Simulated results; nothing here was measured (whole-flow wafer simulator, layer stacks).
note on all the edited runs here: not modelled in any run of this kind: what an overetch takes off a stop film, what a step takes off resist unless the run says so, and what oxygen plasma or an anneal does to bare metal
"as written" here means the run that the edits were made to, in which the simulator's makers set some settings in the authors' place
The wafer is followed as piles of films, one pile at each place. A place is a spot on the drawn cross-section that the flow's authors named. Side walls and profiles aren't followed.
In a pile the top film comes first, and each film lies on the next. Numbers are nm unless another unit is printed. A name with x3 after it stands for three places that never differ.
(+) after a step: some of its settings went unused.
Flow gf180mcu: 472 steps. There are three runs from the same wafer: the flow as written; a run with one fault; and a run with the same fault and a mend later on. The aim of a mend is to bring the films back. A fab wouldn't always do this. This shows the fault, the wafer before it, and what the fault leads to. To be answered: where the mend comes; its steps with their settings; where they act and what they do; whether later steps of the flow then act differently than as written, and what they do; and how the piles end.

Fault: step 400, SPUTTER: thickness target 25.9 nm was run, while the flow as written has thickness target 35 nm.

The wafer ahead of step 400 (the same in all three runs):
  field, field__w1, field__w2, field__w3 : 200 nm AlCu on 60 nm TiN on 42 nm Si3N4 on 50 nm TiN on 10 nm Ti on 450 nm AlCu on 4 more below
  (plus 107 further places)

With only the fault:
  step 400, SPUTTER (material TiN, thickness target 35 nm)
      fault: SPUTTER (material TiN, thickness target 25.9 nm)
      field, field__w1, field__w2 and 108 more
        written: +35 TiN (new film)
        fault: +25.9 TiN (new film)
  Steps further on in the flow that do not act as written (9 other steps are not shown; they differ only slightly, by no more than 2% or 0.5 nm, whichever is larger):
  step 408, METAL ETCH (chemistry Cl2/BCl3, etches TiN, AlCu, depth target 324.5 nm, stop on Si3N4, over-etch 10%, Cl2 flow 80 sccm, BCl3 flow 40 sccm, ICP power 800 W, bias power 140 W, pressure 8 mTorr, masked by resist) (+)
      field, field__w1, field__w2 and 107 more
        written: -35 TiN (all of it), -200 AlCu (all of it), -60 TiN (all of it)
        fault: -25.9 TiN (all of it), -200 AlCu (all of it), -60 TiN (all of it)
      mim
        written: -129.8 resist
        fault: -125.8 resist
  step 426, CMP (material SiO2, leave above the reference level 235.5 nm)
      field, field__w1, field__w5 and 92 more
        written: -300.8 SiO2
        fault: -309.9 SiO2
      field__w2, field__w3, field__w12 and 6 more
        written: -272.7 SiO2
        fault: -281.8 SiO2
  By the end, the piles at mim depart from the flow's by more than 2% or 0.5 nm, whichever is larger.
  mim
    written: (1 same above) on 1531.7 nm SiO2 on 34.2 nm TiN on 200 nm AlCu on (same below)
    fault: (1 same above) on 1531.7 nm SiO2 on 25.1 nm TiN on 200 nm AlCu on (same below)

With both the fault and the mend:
  The mend follows step 400.
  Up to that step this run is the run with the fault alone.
  step 400a, SPUTTER (material TiN, thickness target 9.1 nm) (the flow's step 400, run once more with other settings)
      field, field__w1, field__w2 and 108 more
        +9.1 TiN
  Later steps of the flow that are run all act as written at every place that is followed.
  At every place that both follow, the piles at the end match the flow's.
